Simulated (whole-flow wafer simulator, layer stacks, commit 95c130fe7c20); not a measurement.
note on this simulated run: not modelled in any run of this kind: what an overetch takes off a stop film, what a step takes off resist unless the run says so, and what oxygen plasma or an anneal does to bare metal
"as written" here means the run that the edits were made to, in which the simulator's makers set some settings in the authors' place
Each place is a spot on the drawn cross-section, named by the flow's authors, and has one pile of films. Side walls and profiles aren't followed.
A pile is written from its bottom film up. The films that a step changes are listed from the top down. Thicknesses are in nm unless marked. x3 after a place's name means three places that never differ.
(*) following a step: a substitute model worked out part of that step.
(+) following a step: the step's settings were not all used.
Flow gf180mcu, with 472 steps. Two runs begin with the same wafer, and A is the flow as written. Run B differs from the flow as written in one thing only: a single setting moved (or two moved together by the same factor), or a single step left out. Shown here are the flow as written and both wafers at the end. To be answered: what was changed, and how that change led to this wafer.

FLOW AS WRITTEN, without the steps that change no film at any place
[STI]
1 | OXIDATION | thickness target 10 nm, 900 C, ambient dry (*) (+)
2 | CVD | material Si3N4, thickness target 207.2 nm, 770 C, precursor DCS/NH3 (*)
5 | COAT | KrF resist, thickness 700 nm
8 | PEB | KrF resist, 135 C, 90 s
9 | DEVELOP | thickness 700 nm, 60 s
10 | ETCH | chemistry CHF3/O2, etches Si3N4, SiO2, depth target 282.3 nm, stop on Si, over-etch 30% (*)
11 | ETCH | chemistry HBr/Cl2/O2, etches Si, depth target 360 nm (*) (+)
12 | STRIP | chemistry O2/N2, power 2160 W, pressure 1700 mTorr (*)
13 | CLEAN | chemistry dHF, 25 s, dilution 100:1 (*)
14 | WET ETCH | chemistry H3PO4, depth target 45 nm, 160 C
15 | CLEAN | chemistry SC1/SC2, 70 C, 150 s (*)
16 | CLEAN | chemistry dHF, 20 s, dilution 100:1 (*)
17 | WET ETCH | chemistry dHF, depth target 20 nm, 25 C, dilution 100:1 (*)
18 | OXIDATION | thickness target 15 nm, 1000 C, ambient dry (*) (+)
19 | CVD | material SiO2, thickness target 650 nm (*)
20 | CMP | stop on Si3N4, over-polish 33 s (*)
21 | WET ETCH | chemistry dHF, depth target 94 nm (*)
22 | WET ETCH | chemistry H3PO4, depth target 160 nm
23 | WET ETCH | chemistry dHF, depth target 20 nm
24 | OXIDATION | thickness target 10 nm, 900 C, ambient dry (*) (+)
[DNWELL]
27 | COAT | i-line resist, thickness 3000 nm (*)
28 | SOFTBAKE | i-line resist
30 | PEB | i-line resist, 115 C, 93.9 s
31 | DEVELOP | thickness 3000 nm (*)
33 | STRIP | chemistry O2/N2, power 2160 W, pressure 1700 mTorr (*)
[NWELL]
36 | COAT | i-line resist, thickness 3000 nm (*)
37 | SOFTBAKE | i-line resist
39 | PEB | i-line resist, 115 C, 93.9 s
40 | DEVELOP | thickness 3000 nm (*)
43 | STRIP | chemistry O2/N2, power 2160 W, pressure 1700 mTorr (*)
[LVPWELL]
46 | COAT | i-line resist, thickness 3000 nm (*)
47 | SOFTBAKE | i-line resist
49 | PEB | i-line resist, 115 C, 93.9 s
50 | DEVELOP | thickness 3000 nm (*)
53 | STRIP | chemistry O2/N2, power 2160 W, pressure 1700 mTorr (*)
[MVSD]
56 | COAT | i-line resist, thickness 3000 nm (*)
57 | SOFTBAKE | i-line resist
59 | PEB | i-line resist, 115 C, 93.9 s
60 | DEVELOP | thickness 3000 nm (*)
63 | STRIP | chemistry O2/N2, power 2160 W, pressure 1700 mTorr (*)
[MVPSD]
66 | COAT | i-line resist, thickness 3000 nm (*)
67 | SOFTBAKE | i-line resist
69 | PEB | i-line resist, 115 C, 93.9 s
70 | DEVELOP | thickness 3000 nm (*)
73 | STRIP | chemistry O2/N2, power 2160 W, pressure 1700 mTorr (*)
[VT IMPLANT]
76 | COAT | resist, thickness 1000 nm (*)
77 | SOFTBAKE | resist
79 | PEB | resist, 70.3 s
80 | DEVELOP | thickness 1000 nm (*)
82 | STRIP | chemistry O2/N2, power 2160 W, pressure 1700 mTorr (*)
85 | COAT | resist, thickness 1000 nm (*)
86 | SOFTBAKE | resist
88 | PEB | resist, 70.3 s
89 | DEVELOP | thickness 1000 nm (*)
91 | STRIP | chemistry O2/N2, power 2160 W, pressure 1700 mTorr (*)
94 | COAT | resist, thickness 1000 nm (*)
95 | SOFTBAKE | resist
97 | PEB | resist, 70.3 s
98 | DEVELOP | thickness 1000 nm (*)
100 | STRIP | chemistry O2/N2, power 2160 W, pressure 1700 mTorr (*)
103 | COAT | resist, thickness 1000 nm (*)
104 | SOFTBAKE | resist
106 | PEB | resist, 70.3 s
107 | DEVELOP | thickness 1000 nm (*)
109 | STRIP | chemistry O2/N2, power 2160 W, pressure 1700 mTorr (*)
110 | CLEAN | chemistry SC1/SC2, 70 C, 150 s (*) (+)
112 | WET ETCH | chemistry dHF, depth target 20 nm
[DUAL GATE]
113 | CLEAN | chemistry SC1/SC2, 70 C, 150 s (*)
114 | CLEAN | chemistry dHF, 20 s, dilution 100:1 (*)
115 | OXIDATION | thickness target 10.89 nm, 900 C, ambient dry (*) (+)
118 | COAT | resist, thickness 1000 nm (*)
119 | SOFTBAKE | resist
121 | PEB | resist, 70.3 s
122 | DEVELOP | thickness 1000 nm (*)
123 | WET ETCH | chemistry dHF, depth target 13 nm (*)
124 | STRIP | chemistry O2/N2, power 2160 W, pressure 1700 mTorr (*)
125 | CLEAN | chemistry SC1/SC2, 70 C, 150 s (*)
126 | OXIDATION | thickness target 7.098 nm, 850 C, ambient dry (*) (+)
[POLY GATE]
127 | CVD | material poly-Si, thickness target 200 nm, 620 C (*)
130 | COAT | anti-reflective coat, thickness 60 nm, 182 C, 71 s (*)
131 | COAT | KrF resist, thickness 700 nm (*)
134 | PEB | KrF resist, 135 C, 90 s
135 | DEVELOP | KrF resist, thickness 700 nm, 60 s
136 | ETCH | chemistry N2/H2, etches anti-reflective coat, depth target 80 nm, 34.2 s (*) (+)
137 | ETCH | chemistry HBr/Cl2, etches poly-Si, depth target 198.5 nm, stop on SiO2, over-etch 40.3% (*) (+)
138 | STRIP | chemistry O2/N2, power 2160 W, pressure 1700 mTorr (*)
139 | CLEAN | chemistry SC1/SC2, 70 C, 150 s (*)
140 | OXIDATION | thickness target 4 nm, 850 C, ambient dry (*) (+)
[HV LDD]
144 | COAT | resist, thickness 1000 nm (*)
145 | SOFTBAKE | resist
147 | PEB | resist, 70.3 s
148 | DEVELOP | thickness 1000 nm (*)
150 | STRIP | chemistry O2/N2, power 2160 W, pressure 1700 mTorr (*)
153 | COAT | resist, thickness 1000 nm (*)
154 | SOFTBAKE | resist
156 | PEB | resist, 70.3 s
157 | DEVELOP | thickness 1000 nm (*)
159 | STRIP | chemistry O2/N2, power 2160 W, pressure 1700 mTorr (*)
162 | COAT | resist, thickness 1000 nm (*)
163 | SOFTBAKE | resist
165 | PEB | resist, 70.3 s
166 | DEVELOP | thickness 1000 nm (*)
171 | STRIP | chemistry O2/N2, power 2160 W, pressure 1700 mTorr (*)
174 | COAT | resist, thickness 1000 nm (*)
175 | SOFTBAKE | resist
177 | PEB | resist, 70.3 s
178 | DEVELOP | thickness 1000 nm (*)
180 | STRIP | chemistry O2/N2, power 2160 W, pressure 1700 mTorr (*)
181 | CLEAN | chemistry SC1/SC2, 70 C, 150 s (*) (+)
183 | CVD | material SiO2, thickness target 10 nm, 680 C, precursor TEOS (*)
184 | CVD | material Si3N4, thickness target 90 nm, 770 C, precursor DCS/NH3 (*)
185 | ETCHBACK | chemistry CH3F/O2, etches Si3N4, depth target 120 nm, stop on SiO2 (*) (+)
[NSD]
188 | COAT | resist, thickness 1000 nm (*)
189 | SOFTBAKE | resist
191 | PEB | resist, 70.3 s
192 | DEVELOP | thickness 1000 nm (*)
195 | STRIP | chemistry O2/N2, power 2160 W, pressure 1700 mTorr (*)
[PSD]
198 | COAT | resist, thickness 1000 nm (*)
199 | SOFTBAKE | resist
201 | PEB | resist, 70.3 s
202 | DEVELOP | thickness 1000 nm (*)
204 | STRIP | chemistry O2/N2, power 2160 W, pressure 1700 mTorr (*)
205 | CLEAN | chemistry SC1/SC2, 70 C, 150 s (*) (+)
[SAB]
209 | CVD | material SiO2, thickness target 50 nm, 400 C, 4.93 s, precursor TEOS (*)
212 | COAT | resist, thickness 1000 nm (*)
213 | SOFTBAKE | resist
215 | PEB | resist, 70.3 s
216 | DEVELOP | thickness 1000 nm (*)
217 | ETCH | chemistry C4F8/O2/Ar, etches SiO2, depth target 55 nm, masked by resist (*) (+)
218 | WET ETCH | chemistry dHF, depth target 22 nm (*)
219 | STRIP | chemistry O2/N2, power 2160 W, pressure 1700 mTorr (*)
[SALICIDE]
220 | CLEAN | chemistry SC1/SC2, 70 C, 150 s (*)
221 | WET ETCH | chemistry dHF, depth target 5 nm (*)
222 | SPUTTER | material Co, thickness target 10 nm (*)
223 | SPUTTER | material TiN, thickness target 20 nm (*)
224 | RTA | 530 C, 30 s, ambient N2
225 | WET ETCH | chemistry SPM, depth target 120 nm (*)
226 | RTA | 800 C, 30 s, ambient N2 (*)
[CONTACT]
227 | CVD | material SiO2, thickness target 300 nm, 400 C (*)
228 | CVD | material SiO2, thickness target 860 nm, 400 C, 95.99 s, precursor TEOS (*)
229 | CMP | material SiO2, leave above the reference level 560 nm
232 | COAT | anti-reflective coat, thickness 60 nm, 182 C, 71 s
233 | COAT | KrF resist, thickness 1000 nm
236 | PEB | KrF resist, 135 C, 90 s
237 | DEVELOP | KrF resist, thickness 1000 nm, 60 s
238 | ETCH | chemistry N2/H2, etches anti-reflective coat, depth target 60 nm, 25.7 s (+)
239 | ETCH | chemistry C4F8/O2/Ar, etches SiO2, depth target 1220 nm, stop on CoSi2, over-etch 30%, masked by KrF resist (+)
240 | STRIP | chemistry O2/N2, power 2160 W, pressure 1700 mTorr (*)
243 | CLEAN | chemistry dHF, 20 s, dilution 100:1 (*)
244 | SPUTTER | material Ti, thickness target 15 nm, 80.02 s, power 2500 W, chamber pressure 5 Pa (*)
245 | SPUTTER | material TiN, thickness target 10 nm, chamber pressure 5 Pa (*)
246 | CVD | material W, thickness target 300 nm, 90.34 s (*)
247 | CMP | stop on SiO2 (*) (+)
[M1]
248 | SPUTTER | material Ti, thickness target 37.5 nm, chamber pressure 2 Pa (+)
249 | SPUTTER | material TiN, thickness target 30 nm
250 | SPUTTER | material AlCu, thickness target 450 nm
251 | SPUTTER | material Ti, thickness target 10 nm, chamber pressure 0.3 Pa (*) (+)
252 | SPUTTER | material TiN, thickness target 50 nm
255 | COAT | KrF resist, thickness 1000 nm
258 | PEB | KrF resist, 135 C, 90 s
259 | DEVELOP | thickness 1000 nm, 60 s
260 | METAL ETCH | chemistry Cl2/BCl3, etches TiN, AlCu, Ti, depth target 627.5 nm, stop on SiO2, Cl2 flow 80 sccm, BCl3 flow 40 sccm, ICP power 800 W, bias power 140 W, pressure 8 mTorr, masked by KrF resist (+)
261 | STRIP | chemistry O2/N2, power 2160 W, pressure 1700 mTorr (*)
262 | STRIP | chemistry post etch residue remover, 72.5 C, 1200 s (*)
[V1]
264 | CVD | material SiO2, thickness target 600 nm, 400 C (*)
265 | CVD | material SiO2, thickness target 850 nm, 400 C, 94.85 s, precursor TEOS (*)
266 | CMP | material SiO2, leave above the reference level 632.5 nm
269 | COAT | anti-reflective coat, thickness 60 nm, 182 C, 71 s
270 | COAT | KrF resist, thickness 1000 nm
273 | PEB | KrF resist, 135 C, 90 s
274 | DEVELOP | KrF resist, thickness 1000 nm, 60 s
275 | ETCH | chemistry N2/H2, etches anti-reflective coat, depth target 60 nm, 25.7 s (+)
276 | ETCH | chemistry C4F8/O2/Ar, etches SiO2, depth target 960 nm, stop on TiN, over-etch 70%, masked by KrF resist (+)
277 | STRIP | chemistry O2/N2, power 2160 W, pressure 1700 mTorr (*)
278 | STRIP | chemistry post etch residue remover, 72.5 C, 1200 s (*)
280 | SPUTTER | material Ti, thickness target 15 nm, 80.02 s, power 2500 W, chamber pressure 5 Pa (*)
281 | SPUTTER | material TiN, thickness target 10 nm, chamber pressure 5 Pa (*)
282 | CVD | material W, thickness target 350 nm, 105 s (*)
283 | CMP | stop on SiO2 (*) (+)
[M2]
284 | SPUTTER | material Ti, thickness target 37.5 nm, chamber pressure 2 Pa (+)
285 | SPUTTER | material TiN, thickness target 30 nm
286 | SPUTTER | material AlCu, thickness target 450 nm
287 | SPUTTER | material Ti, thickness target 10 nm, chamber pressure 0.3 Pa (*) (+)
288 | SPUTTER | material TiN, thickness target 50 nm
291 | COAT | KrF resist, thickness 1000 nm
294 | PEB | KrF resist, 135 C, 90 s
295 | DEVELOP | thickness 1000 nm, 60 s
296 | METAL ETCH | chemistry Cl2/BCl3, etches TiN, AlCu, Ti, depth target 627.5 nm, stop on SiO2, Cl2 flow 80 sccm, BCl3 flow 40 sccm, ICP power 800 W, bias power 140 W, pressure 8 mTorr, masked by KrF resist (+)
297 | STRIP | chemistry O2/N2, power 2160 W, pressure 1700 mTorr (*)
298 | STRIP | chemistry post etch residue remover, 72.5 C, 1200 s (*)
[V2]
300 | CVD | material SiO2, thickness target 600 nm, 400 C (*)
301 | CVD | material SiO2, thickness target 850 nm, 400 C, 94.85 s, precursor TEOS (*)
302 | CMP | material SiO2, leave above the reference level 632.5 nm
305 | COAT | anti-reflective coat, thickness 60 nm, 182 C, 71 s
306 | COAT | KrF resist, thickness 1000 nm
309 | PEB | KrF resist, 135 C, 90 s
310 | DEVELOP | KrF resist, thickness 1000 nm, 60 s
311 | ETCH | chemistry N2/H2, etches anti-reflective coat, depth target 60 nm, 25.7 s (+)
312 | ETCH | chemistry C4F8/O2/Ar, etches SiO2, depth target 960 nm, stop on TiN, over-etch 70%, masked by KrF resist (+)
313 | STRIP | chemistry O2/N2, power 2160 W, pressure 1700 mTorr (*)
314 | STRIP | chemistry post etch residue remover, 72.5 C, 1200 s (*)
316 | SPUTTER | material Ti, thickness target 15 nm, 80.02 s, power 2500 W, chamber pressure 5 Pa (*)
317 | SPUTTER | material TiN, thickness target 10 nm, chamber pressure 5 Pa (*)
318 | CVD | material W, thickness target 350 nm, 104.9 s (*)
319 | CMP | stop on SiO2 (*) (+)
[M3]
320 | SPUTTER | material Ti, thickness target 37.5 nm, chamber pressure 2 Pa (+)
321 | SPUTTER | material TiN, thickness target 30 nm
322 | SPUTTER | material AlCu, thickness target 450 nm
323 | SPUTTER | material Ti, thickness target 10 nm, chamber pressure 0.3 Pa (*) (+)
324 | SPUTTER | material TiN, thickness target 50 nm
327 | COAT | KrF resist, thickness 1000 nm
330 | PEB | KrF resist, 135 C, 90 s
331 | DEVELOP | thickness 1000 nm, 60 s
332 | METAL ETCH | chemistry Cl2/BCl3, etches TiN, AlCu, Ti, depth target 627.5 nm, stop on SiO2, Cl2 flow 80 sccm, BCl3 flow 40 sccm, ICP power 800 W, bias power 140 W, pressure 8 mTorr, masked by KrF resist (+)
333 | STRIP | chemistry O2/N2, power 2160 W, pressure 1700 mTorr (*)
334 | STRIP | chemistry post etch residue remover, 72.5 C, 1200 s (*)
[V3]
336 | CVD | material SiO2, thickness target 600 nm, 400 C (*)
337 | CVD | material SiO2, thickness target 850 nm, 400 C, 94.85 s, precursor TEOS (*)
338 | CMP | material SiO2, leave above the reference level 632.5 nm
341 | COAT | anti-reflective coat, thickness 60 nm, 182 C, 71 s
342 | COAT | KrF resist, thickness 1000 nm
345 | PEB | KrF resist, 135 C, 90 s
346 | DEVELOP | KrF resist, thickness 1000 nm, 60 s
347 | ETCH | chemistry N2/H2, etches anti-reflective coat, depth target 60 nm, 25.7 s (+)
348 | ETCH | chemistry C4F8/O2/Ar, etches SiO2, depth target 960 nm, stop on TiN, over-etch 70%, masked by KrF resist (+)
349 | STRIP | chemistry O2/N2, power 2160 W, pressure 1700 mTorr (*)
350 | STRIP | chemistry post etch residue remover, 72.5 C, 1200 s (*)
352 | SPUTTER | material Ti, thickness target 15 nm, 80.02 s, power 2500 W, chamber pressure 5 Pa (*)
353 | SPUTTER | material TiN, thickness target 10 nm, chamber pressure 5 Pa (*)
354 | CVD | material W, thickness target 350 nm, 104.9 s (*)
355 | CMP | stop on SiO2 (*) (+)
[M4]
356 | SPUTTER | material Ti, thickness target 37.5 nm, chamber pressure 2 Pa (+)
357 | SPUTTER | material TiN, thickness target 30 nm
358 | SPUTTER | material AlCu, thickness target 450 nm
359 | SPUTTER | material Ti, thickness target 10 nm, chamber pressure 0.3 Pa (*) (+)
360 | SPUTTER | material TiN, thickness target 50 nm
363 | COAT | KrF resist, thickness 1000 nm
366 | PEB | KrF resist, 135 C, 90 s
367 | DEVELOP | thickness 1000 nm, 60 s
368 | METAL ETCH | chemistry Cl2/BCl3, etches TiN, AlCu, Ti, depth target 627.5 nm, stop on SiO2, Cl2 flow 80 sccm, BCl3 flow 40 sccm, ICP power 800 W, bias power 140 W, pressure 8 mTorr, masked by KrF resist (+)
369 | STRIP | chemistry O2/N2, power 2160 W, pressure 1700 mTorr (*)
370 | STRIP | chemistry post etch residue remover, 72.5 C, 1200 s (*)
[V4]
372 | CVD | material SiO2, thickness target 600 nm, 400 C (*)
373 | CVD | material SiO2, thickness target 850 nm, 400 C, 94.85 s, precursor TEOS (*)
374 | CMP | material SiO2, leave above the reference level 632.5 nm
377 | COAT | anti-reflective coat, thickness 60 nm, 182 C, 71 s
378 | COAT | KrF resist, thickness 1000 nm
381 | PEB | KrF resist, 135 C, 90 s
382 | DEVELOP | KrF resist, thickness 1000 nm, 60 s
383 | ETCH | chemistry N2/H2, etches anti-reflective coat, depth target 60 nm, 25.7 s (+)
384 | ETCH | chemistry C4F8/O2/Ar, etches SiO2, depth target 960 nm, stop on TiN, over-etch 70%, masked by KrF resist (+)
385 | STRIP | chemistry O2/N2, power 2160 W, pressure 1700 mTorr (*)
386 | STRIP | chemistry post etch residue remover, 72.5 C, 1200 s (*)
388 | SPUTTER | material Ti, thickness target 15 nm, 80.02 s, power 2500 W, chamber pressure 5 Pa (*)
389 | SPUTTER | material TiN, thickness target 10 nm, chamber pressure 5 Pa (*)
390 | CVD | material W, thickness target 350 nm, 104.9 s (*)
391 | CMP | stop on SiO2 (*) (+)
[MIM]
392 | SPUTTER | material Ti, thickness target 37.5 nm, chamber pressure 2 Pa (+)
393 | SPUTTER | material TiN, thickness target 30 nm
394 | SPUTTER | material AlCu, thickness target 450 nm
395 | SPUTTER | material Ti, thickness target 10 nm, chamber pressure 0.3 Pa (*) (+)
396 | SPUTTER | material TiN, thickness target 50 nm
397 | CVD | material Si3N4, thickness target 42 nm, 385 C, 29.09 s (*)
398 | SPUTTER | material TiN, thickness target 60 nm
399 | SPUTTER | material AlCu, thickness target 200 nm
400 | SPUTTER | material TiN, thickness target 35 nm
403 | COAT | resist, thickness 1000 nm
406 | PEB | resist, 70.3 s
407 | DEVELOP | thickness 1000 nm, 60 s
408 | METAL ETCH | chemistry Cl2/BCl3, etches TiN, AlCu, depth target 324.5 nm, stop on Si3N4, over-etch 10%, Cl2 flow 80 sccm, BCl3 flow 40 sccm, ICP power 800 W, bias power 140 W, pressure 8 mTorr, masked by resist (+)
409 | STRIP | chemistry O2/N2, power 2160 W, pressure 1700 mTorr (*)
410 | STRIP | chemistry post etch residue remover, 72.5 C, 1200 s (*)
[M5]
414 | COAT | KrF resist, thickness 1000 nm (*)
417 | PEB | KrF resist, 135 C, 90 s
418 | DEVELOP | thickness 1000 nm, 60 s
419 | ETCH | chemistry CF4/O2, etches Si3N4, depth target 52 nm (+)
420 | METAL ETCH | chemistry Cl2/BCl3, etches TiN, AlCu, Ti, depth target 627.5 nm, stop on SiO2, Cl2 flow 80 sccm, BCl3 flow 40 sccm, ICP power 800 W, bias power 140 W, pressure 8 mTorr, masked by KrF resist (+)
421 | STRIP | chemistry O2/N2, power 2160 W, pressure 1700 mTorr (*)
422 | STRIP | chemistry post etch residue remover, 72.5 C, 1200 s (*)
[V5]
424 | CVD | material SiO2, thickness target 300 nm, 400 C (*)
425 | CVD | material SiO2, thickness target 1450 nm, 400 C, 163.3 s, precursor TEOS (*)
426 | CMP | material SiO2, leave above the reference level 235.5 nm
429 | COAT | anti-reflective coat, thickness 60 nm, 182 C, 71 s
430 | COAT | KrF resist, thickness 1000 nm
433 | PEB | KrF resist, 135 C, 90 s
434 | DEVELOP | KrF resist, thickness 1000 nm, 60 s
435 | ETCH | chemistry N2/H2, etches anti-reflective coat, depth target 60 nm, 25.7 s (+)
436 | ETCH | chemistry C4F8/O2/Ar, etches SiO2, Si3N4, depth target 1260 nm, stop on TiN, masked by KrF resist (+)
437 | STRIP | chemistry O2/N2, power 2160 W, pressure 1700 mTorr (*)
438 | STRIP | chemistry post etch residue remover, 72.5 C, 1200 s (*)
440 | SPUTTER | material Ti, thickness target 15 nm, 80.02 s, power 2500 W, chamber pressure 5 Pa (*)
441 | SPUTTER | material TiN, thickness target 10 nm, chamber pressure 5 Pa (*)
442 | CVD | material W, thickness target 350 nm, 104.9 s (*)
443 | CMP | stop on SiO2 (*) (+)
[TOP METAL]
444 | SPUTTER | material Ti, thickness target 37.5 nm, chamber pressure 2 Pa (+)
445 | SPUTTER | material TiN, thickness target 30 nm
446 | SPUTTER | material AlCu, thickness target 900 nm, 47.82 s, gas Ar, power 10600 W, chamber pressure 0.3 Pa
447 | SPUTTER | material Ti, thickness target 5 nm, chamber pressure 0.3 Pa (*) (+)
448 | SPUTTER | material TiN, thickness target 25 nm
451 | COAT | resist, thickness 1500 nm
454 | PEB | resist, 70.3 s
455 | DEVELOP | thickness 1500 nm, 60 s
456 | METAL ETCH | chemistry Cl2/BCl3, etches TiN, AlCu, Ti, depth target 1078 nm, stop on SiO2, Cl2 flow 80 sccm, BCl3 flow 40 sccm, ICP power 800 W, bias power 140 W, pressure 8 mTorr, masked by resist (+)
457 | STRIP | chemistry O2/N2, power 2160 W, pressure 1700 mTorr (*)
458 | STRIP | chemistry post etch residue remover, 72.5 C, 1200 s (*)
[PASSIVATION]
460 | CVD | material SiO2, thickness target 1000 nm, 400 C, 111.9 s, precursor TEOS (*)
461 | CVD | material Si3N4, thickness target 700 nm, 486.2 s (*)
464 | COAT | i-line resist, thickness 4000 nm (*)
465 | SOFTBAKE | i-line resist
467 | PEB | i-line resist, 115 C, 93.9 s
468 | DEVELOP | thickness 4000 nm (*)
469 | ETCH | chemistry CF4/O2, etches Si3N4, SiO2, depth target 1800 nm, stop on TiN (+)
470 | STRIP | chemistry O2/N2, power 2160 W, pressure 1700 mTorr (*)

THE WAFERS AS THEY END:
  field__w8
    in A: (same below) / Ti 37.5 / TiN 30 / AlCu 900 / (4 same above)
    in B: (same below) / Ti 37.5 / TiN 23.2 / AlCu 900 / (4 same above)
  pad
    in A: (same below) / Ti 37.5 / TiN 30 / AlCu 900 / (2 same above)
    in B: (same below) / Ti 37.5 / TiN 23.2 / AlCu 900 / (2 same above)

Cause: step 445, SPUTTER: thickness target 23.2 nm was run, whereas the flow has thickness target 30 nm.
The wafer lets one read it off: field__w8 has TiN 23.2, and step 445 as written asks for 30 nm.

How this came from the change, step by step:
  445 | SPUTTER | material TiN, thickness target 30 nm
      field, field__w1, field__w2 and 109 more: A TiN gains 30 (new film) | B TiN gains 23.2 (new film)
  456 | METAL ETCH | chemistry Cl2/BCl3, etches TiN, AlCu, Ti, depth target 1078 nm, stop on SiO2, Cl2 flow 80 sccm, BCl3 flow 40 sccm, ICP power 800 W, bias power 140 W, pressure 8 mTorr, masked by resist (+)
      field, field__w1, field__w2 and 103 more: A TiN loses 25 (all of it), Ti loses 5 (all of it), AlCu loses 900 (all of it), TiN loses 30 (all of it), Ti loses 37.5 (all of it) | B TiN loses 25 (all of it), Ti loses 5 (all of it), AlCu loses 900 (all of it), TiN loses 23.2 (all of it), Ti loses 37.5 (all of it)
